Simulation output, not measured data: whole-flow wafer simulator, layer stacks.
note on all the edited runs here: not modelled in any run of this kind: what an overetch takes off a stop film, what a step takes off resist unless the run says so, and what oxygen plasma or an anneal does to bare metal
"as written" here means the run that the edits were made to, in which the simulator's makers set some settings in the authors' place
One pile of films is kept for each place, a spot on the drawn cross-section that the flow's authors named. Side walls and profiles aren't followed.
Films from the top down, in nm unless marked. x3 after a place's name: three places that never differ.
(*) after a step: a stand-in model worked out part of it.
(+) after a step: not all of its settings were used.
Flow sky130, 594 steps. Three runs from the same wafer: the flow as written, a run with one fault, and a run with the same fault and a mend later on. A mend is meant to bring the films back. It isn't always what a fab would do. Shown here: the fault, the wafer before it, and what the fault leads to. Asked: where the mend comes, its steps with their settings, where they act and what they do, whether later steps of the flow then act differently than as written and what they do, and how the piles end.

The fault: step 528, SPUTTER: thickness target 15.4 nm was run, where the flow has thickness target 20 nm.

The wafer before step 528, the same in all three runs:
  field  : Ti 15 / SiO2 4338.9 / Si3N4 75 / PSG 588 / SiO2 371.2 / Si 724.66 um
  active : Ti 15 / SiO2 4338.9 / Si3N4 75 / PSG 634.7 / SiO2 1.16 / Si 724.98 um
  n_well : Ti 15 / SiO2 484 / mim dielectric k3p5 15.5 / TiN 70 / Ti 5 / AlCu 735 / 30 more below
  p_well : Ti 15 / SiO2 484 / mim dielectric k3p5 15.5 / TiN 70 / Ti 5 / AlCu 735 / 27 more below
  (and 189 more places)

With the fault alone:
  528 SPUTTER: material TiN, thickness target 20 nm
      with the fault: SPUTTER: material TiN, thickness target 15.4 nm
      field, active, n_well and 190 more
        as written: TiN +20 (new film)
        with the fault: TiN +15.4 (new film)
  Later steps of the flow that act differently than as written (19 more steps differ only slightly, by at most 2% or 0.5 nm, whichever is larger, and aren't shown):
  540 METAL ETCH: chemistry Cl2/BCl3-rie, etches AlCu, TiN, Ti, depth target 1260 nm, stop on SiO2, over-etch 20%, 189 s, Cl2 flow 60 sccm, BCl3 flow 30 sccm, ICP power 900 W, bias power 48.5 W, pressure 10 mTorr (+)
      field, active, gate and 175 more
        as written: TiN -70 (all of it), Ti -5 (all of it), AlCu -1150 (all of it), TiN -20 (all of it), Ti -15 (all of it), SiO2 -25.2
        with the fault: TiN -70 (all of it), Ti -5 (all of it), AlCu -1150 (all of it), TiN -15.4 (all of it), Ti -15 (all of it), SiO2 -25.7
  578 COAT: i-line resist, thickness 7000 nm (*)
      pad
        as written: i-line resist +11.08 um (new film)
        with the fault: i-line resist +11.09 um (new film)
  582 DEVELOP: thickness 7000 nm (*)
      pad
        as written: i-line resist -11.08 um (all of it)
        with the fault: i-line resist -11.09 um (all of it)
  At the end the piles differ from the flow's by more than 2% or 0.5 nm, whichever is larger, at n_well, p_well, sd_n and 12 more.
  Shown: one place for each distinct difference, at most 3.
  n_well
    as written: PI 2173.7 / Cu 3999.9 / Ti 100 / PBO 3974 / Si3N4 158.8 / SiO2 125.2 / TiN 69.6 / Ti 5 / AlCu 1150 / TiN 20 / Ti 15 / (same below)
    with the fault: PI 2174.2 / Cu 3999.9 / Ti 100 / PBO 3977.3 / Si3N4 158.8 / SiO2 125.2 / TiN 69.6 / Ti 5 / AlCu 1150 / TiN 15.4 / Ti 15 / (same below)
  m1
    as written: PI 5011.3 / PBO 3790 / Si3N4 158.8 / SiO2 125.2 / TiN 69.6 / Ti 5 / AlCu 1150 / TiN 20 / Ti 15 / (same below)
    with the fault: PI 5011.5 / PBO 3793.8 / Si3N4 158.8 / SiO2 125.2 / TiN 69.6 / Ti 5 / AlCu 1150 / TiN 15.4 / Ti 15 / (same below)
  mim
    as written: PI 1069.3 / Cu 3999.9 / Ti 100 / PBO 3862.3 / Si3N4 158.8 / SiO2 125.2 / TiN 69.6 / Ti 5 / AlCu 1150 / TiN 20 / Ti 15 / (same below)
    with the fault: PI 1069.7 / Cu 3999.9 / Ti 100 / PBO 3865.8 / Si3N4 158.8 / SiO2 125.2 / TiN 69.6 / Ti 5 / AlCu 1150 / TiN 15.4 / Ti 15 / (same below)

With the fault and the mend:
  The mend comes after step 528.
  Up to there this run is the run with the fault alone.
  528a SPUTTER: material TiN, thickness target 4.6 nm (the flow's step 528 once more, with other settings)
      field, active, n_well and 190 more
        TiN +4.6
  No later step of the flow acts differently than as written at any place that is followed.
  At the end the piles are the same as the flow's at every place that both follow.
